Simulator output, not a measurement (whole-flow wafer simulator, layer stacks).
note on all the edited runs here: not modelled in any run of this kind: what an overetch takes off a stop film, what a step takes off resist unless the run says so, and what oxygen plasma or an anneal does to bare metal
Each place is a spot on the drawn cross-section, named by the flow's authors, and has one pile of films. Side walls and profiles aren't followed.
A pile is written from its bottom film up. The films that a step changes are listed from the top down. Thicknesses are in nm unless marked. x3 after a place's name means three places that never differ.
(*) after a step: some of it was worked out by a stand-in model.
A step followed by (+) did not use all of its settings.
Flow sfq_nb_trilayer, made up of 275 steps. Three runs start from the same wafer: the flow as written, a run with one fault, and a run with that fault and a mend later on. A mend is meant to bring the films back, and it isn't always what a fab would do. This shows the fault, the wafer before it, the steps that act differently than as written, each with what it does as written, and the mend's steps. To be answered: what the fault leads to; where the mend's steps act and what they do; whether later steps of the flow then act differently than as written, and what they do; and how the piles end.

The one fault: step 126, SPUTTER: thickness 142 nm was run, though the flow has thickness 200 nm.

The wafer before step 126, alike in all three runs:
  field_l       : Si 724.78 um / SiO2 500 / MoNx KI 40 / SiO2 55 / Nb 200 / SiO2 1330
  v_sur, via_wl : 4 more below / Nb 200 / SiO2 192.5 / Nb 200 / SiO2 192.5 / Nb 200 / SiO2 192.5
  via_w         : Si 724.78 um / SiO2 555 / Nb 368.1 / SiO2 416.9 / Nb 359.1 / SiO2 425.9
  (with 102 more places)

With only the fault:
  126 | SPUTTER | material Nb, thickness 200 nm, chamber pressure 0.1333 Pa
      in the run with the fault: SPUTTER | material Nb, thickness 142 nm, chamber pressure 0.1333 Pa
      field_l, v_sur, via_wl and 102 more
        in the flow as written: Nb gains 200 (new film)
        in the run with the fault: Nb gains 142 (new film)
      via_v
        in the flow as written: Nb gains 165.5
        in the run with the fault: Nb gains 117.2
  Later steps of the flow acting differently than as written (3 more steps, not shown, differ only slightly: by at most 2% or 0.5 nm, whichever is larger):
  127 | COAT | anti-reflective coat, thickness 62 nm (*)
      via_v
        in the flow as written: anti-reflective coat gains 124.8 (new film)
        in the run with the fault: anti-reflective coat gains 121.7 (new film)
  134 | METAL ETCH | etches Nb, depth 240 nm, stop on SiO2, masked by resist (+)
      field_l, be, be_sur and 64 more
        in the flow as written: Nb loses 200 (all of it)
        in the run with the fault: Nb loses 142 (all of it)
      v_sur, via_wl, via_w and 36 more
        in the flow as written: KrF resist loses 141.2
        in the run with the fault: KrF resist loses 125.3
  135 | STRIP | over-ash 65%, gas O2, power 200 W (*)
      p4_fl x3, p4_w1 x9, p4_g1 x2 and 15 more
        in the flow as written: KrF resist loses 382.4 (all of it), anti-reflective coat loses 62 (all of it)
        in the run with the fault: KrF resist loses 398.3 (all of it), anti-reflective coat loses 62 (all of it)
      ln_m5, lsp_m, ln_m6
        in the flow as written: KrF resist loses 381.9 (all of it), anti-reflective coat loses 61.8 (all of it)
        in the run with the fault: KrF resist loses 397.8 (all of it), anti-reflective coat loses 61.8 (all of it)
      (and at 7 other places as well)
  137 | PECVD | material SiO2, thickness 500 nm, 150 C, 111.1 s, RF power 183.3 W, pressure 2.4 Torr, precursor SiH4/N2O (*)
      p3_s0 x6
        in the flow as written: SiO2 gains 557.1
        in the run with the fault: SiO2 gains 500
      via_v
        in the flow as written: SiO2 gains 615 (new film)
        in the run with the fault: SiO2 gains 599.5 (new film)
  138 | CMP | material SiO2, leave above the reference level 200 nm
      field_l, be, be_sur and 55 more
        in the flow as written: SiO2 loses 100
        in the run with the fault: SiO2 loses 158
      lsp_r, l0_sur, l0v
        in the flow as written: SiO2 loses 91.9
        in the run with the fault: SiO2 loses 152.3
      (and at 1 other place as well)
  By the end, the piles at v_sur, via_wl, via_w and 86 more depart from the flow's by more than 2% or 0.5 nm, whichever is larger.
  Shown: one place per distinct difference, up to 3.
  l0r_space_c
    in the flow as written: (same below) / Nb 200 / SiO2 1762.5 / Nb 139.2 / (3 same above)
    in the run with the fault: (same below) / Nb 200 / SiO2 1704.5 / Nb 139.2 / (3 same above)
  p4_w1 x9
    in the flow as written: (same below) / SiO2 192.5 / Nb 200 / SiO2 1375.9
    in the run with the fault: (same below) / SiO2 192.5 / Nb 142 / SiO2 1375.9
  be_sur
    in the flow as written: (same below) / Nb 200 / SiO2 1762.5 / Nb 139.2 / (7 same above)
    in the run with the fault: (same below) / Nb 200 / SiO2 1704.5 / Nb 139.2 / (7 same above)

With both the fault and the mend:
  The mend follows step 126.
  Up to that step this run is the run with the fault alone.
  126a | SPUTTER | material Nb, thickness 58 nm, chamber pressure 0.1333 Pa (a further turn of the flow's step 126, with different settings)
      field_l, v_sur, via_wl and 102 more
        Nb gains 58
      via_v
        Nb gains 45.4
  None of the later steps of the flow differs from how it acts as written, at any place that is followed, by more than 2% or 0.5 nm, whichever is larger.
  When the end is reached, the piles differ only a little from the flow's at the places that both follow, at most by 2% or 0.5 nm, whichever is larger.
